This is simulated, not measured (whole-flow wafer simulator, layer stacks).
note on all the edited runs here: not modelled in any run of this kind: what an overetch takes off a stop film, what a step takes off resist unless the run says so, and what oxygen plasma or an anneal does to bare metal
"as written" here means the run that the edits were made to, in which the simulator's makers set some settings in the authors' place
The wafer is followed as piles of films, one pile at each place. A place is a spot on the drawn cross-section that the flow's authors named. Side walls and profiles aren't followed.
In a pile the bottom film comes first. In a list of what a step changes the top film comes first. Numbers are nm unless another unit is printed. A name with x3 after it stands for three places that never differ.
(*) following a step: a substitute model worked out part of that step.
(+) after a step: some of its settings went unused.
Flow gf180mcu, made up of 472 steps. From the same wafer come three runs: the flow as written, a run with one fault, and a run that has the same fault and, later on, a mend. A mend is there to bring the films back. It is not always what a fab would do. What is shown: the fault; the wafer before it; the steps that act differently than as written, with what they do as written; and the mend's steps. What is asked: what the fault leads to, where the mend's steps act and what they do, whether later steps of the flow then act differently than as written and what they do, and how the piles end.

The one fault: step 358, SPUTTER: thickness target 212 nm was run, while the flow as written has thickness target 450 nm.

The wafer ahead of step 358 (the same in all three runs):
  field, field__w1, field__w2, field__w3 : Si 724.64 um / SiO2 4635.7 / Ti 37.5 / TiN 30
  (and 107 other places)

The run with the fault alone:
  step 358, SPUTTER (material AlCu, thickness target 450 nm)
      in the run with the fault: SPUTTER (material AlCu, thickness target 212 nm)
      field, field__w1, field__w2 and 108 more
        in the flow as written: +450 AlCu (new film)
        in the run with the fault: +212 AlCu (new film)
  Steps further on in the flow that do not act as written:
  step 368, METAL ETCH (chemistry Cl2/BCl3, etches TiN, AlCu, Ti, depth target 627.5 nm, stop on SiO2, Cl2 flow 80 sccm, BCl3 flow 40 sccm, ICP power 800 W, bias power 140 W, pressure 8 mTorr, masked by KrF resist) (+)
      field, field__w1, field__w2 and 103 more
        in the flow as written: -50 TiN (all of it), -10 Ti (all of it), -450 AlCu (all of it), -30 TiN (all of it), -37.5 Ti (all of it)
        in the run with the fault: -50 TiN (all of it), -10 Ti (all of it), -212 AlCu (all of it), -30 TiN (all of it), -37.5 Ti (all of it)
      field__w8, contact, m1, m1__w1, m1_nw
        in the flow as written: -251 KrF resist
        in the run with the fault: -203.7 KrF resist
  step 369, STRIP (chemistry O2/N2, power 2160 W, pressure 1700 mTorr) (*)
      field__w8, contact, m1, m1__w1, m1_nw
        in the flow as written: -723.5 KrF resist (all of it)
        in the run with the fault: -770.8 KrF resist (all of it)
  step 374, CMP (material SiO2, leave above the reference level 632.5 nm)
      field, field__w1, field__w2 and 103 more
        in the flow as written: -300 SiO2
        in the run with the fault: -538 SiO2
  By the end, the piles at field, field__w1, field__w2 and 109 more depart from the flow's by more than 2% or 0.5 nm, whichever is larger.
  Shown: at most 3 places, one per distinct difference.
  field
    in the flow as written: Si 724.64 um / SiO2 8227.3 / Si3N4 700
    in the run with the fault: Si 724.64 um / SiO2 7989.3 / Si3N4 700
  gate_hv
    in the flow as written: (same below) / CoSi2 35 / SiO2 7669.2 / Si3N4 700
    in the run with the fault: (same below) / CoSi2 35 / SiO2 7431.2 / Si3N4 700
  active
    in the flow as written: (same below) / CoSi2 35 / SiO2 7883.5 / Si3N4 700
    in the run with the fault: (same below) / CoSi2 35 / SiO2 7645.5 / Si3N4 700

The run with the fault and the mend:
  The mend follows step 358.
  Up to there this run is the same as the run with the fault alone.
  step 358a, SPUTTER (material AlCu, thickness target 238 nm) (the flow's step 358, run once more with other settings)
      field, field__w1, field__w2 and 108 more
        +238 AlCu
  None of the later steps of the flow acts differently than as written at any place that is followed.
  The piles end the same as the flow's at every place that both follow.
